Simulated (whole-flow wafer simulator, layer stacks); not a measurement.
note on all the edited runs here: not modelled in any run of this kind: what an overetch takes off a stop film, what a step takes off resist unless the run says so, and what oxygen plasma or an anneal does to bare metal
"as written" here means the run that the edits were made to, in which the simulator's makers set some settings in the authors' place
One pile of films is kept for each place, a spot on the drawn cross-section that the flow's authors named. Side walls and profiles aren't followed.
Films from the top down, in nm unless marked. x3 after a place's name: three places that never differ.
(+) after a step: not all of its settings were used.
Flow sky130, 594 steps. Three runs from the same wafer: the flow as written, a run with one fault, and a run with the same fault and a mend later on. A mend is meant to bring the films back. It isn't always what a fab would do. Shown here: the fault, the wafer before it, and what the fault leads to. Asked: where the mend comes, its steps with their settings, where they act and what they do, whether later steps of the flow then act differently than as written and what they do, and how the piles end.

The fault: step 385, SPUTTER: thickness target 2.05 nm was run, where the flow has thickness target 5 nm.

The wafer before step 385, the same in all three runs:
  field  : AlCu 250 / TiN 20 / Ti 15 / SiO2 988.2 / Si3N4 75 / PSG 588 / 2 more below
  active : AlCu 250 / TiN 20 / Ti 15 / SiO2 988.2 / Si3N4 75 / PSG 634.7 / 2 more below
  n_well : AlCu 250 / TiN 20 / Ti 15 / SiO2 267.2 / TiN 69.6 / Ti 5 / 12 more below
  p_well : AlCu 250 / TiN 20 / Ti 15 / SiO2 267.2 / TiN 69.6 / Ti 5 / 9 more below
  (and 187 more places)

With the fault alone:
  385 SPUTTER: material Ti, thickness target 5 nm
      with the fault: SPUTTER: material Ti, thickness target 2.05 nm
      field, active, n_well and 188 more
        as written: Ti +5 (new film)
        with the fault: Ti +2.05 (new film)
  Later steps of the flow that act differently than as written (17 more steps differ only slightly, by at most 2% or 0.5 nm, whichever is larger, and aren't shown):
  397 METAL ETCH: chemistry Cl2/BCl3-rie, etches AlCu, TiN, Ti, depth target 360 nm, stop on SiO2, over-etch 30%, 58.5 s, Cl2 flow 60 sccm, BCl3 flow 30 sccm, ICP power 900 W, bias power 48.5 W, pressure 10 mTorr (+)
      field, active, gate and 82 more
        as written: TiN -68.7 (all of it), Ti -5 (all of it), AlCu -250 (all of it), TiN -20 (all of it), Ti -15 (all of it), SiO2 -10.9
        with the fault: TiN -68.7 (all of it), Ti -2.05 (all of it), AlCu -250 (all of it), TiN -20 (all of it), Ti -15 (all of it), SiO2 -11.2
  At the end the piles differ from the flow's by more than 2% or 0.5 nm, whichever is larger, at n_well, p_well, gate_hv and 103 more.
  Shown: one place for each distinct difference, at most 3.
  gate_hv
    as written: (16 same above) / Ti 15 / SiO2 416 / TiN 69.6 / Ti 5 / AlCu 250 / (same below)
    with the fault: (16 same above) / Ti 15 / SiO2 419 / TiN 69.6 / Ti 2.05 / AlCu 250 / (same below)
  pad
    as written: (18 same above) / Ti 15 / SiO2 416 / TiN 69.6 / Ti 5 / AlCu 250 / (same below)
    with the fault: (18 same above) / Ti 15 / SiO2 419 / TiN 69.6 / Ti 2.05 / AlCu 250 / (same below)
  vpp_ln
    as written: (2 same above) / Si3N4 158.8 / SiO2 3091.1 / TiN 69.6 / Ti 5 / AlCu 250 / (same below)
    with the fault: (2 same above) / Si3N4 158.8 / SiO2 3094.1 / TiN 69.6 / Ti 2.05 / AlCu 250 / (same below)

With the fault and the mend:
  The mend comes after step 385.
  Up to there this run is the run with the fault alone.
  385a SPUTTER: material Ti, thickness target 2.95 nm (the flow's step 385 once more, with other settings)
      field, active, n_well and 188 more
        Ti +2.95
  No later step of the flow acts differently than as written at any place that is followed.
  At the end the piles are the same as the flow's at every place that both follow.
